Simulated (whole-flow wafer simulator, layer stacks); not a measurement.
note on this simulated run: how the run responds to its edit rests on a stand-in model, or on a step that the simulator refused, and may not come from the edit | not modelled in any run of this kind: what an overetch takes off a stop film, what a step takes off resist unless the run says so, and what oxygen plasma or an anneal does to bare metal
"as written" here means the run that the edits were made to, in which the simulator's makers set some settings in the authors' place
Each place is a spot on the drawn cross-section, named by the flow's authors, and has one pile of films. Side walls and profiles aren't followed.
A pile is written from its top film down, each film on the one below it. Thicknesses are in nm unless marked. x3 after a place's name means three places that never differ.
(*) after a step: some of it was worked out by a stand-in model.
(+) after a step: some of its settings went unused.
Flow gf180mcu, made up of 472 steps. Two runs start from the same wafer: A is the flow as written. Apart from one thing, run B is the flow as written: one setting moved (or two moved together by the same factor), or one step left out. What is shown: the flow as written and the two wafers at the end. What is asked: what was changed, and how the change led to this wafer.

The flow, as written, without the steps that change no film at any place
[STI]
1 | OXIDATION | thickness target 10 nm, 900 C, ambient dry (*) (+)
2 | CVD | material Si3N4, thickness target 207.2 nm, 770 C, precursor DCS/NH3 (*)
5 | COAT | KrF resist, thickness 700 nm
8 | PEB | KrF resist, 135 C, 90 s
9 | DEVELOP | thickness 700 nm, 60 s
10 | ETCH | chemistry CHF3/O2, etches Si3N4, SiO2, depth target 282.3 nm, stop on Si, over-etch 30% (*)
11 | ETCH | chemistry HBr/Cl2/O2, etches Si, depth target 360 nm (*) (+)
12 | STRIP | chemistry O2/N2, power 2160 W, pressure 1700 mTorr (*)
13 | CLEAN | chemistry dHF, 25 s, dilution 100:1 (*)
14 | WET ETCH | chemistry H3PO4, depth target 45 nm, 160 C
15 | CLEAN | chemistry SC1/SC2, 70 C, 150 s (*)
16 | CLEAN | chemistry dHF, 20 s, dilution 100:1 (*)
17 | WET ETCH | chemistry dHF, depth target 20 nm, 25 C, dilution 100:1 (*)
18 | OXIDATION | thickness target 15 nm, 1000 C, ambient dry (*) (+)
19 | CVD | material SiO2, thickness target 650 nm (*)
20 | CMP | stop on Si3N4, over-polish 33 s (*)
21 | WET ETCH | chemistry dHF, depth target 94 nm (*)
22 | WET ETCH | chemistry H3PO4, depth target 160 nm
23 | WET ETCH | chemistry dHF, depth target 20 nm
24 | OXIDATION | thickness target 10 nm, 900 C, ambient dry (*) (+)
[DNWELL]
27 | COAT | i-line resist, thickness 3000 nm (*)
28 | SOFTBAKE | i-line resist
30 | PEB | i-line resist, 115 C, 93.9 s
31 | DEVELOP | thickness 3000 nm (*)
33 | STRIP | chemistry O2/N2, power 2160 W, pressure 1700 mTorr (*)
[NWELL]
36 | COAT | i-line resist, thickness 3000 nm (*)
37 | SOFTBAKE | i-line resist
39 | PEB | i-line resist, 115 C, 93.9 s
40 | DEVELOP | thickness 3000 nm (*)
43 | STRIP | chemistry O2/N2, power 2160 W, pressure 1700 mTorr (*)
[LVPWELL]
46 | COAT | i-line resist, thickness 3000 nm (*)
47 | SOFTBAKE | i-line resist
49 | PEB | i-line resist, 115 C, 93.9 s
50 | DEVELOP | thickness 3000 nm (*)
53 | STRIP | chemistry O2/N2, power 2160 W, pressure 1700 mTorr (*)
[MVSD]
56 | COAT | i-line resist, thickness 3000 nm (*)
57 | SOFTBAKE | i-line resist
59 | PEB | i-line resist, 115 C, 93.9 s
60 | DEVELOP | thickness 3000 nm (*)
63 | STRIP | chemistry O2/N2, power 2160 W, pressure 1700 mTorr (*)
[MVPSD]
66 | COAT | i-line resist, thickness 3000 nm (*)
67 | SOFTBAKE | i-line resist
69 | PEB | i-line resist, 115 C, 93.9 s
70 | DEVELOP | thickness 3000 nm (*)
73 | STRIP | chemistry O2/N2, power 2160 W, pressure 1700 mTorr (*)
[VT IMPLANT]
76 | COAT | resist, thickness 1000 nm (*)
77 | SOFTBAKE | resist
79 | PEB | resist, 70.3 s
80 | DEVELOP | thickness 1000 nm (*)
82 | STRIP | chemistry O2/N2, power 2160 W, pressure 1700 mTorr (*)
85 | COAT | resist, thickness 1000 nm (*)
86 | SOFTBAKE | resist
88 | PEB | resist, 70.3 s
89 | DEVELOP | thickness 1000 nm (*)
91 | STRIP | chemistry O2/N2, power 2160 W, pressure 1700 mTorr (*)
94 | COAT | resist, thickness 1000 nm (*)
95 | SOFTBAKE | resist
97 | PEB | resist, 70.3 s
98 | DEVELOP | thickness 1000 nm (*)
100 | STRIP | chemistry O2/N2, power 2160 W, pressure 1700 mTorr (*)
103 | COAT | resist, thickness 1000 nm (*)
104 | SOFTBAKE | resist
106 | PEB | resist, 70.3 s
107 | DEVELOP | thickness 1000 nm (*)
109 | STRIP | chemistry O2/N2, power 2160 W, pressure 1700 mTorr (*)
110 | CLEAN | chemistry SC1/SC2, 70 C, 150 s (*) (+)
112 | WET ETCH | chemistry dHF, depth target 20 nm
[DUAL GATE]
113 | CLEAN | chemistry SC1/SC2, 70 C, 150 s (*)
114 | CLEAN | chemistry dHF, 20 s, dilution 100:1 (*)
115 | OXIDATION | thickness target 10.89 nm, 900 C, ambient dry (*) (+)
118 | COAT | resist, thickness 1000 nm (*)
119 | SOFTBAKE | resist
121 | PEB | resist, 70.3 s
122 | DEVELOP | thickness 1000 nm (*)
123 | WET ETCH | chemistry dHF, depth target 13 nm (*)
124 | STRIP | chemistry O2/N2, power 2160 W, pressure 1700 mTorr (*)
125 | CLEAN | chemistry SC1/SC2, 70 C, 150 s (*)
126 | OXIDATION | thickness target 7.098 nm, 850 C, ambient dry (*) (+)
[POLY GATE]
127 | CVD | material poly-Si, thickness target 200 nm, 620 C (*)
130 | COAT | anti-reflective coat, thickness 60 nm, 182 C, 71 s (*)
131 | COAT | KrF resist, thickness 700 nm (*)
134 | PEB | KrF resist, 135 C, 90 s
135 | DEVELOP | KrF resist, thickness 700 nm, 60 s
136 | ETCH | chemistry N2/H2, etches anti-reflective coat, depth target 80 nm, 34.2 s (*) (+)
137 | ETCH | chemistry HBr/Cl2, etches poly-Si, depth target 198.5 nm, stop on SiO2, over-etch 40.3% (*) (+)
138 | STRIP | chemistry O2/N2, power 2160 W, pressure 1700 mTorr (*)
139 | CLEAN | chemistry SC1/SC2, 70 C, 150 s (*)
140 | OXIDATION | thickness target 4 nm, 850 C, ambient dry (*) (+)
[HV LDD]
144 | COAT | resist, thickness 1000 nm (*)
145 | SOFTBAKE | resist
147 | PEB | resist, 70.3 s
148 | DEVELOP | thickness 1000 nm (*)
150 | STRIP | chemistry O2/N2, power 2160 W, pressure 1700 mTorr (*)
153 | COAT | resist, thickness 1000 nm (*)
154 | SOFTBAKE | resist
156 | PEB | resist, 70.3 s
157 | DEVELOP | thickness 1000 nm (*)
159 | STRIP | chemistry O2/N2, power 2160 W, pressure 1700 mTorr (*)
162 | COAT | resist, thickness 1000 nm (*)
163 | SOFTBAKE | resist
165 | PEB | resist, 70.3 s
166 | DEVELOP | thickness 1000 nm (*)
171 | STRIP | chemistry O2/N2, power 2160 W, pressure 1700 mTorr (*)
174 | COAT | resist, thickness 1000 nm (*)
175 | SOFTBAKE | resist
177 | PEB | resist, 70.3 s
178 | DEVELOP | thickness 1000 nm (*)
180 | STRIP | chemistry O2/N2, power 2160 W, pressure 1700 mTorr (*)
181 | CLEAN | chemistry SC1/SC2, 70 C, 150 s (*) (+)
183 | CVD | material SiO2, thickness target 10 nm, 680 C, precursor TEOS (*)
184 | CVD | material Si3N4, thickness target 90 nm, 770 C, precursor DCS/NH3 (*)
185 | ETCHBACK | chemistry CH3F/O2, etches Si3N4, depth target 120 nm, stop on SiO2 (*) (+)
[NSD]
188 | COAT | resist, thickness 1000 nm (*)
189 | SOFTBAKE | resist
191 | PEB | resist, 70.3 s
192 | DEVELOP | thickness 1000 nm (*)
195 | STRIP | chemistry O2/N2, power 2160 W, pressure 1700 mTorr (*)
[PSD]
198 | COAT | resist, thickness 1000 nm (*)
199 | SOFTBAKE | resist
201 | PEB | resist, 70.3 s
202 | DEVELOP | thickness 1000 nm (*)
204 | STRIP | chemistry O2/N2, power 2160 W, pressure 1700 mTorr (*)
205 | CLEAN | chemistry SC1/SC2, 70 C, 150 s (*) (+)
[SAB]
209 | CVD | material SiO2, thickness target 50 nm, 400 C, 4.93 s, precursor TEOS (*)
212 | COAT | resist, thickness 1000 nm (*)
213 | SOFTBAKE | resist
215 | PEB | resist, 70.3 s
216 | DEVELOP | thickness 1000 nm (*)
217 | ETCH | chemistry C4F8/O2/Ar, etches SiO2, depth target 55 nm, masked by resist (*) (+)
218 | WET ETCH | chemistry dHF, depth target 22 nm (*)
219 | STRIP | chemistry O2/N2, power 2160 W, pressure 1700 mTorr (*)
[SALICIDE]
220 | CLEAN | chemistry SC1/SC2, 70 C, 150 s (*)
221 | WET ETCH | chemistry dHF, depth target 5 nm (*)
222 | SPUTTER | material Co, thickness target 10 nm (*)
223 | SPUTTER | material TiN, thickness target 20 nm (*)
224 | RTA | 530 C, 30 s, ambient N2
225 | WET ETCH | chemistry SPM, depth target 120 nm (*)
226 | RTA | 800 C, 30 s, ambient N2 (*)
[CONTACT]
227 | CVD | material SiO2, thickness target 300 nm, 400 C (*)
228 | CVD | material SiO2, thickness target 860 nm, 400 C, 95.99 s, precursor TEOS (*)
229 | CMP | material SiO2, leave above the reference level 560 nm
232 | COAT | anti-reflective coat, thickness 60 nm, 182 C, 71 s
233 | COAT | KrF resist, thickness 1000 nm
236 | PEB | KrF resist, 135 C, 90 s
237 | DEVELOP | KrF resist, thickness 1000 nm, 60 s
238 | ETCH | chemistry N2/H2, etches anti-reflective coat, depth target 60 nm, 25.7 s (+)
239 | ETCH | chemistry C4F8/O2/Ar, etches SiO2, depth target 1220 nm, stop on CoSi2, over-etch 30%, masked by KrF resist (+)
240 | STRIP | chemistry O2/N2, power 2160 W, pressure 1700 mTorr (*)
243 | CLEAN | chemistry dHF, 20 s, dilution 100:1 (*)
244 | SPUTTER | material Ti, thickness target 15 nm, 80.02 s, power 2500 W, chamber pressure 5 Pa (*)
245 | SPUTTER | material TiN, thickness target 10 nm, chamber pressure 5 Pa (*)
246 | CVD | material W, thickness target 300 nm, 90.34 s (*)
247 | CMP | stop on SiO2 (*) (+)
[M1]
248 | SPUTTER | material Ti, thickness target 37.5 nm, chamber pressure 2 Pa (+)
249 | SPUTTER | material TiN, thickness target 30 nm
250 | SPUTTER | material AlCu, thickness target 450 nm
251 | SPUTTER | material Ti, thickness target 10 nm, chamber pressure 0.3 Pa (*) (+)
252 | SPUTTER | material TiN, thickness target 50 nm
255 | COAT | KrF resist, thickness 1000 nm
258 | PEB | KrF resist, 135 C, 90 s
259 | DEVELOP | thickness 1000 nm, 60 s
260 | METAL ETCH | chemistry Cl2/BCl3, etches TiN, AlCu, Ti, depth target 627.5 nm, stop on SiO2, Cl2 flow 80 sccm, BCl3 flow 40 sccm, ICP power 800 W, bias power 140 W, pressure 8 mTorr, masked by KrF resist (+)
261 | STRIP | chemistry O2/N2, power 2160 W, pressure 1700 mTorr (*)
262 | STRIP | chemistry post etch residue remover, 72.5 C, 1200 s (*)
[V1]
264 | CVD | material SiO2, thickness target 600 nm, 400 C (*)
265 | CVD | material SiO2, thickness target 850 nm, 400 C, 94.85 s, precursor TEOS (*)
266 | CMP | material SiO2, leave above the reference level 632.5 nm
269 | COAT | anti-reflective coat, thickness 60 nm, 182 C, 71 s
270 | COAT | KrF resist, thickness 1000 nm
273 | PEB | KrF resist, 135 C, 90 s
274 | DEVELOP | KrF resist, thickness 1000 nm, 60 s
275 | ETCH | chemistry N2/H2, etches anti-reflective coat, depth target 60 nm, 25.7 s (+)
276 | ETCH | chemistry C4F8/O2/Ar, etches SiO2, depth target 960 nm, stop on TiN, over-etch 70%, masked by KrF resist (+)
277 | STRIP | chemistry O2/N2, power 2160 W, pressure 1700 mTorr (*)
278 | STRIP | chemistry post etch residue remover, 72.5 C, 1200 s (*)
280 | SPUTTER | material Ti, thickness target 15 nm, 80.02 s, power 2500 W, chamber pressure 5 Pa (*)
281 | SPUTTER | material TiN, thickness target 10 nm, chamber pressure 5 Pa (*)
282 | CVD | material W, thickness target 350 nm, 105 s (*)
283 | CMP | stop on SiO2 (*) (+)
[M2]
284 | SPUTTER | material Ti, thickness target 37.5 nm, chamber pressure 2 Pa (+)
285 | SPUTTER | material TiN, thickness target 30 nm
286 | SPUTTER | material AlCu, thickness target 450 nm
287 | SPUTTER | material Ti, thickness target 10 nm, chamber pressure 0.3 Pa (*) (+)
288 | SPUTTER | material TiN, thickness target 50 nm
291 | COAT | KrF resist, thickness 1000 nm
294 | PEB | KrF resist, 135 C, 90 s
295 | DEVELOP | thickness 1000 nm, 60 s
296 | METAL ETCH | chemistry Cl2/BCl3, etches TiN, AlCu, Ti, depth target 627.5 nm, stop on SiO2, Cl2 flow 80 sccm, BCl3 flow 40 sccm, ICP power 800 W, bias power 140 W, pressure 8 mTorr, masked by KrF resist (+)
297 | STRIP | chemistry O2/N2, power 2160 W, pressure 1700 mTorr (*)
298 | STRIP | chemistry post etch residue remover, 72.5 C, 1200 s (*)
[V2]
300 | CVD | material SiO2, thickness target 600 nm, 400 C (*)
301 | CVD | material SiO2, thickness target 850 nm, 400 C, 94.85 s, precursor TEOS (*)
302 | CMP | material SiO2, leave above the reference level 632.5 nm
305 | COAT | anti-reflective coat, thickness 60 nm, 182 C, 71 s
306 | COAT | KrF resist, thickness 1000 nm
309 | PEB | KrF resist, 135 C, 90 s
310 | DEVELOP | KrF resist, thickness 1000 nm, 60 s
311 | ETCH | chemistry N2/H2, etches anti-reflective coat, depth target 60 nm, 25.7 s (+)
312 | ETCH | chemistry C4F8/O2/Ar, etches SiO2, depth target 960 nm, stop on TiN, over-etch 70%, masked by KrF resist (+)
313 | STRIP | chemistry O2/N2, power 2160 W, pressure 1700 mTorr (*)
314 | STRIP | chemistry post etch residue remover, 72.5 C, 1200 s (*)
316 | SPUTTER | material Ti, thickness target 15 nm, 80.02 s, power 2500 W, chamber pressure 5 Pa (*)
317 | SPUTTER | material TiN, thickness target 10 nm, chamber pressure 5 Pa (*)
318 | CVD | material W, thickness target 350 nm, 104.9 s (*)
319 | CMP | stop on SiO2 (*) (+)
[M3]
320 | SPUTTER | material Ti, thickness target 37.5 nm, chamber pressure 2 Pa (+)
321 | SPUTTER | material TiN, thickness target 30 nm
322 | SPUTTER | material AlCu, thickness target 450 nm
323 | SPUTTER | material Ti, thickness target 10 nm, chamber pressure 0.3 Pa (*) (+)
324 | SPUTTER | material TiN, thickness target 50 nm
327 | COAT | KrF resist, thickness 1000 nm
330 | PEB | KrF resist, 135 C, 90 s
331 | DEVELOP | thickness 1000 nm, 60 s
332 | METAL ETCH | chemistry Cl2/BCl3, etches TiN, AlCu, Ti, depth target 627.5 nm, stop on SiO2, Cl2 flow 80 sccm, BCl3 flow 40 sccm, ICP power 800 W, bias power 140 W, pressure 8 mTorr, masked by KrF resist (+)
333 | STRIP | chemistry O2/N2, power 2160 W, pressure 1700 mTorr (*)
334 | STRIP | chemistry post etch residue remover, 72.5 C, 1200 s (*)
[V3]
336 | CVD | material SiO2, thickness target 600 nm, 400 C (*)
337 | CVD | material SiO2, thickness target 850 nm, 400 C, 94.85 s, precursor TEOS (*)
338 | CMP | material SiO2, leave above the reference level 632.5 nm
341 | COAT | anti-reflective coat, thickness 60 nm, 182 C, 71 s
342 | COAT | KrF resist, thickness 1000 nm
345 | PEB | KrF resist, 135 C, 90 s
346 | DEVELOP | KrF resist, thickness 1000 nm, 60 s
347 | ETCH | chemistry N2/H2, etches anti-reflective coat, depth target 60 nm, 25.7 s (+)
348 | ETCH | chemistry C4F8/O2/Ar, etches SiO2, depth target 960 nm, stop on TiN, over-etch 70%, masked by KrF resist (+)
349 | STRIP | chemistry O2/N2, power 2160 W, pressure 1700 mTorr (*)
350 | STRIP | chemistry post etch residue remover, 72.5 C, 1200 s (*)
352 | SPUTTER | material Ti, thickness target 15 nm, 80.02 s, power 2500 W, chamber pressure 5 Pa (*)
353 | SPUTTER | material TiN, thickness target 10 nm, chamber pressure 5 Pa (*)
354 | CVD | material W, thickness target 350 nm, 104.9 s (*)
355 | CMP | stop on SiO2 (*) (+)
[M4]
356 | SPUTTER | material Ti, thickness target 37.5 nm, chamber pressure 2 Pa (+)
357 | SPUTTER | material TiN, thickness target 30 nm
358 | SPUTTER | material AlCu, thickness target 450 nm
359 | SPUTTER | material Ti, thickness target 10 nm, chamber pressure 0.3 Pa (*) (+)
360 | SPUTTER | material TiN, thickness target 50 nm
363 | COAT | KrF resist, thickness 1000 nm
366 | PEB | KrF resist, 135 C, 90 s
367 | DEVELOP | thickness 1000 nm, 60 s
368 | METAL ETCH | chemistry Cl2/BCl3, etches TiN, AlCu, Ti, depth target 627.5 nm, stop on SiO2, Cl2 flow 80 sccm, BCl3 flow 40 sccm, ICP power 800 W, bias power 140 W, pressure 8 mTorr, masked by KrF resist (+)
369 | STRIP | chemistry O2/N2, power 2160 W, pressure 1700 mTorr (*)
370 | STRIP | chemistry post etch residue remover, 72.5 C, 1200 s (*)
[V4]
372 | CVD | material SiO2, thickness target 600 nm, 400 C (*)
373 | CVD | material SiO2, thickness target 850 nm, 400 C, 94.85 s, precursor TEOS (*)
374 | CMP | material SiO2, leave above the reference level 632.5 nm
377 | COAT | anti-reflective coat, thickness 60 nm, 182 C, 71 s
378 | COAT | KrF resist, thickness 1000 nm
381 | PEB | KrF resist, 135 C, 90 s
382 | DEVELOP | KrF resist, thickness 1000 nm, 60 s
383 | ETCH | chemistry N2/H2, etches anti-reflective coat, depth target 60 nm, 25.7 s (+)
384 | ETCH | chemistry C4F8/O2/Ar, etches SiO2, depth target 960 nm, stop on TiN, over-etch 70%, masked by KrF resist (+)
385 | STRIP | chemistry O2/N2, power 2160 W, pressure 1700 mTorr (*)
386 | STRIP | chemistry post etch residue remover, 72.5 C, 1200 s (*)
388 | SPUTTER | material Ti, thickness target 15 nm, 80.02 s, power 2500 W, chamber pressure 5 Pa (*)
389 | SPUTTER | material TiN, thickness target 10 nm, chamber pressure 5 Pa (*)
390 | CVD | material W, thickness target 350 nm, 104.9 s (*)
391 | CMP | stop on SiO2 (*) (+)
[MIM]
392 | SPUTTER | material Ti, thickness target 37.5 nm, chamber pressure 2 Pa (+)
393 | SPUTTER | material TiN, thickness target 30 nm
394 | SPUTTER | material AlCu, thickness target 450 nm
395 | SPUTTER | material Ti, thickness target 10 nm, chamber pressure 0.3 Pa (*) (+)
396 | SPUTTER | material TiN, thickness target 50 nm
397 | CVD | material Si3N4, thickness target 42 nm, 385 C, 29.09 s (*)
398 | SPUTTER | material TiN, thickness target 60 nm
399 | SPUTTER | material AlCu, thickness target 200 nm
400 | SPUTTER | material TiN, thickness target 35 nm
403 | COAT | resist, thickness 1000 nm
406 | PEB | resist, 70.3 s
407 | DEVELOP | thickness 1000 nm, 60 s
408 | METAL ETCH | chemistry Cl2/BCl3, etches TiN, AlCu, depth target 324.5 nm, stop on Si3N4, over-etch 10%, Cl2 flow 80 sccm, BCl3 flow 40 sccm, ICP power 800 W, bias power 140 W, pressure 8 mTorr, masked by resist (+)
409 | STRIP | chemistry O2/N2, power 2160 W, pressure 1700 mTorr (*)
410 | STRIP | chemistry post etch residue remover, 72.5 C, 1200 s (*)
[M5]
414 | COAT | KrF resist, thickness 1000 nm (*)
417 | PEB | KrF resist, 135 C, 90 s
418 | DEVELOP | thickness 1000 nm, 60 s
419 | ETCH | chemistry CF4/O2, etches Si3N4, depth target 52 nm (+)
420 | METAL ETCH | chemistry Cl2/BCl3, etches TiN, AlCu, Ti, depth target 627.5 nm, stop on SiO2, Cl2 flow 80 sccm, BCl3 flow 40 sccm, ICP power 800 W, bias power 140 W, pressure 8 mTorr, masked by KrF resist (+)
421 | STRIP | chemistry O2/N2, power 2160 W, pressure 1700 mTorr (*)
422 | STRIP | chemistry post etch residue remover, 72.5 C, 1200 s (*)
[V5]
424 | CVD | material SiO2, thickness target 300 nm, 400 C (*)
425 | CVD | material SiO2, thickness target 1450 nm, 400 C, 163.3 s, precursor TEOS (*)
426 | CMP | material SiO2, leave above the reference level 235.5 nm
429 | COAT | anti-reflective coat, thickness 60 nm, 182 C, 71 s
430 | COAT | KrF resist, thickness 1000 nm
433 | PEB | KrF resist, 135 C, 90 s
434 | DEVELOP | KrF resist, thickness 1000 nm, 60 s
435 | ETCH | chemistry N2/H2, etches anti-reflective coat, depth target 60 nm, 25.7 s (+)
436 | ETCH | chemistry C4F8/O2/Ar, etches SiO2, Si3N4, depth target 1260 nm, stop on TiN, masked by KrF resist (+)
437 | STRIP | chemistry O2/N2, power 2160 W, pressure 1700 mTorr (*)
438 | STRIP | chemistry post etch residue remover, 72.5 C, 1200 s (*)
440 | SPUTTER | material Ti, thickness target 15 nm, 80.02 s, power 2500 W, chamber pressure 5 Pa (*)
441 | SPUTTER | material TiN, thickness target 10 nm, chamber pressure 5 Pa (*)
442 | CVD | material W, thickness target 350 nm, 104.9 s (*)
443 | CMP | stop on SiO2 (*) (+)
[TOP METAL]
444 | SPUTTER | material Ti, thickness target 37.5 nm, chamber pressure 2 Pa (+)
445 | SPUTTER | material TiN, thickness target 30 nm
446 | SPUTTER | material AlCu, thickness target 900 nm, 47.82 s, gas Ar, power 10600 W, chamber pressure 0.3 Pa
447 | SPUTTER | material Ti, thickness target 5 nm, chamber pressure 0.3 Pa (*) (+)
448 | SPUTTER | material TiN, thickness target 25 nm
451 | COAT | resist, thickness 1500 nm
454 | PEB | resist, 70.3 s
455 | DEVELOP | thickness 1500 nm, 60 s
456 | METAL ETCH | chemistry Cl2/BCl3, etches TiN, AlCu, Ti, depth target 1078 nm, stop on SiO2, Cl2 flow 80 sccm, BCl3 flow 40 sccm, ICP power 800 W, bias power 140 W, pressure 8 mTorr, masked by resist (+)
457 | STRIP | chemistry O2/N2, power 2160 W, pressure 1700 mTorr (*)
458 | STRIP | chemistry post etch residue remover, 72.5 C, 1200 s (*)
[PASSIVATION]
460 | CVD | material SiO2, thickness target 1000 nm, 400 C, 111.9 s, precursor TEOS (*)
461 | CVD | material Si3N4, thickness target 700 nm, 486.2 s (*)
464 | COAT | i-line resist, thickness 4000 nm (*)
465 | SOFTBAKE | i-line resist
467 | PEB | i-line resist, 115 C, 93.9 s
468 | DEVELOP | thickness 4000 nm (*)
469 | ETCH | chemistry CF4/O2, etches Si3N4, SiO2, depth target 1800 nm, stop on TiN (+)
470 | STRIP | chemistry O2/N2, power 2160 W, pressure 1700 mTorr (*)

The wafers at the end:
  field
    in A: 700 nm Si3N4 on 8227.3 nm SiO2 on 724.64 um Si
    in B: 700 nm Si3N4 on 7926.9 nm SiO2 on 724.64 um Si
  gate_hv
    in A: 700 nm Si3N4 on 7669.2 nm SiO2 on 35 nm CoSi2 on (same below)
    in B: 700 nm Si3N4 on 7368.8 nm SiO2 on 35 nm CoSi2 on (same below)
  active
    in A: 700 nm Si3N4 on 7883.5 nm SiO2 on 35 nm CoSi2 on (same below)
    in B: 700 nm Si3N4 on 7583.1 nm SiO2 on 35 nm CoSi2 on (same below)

Cause: step 338, CMP: leave above the reference level 332.1 nm was run, while the flow as written has leave above the reference level 632.5 nm.

How this came from the change, step by step:
  338 | CMP | material SiO2, leave above the reference level 632.5 nm
      field, field__w1, field__w2 and 103 more: A -300 SiO2 | B -600.4 SiO2
      field__w8, contact, m1, m1__w1, m1_nw: A -877.1 SiO2 | B -1177.5 SiO2
  348 | ETCH | chemistry C4F8/O2/Ar, etches SiO2, depth target 960 nm, stop on TiN, over-etch 70%, masked by KrF resist (+)
      field, field__w1, field__w2 and 107 more: A -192 KrF resist | B -92.5 KrF resist
      contact: A -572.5 SiO2 (all of it) | B -272.1 SiO2 (all of it)
  349 | STRIP | chemistry O2/N2, power 2160 W, pressure 1700 mTorr (*)
      field, field__w1, field__w2 and 107 more: A -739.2 KrF resist (all of it), -60 anti-reflective coat (all of it) | B -838.7 KrF resist (all of it), -60 anti-reflective coat (all of it)
  352 | SPUTTER | material Ti, thickness target 15 nm, 80.02 s, power 2500 W, chamber pressure 5 Pa (*)
      contact: A +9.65 Ti (new film) | B +11.6 Ti (new film)
  353 | SPUTTER | material TiN, thickness target 10 nm, chamber pressure 5 Pa (*)
      contact: A +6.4 TiN (new film) | B +7.74 TiN (new film)
  354 | CVD | material W, thickness target 350 nm, 104.9 s (*)
      contact: A +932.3 W (new film) | B +628.6 W (new film)
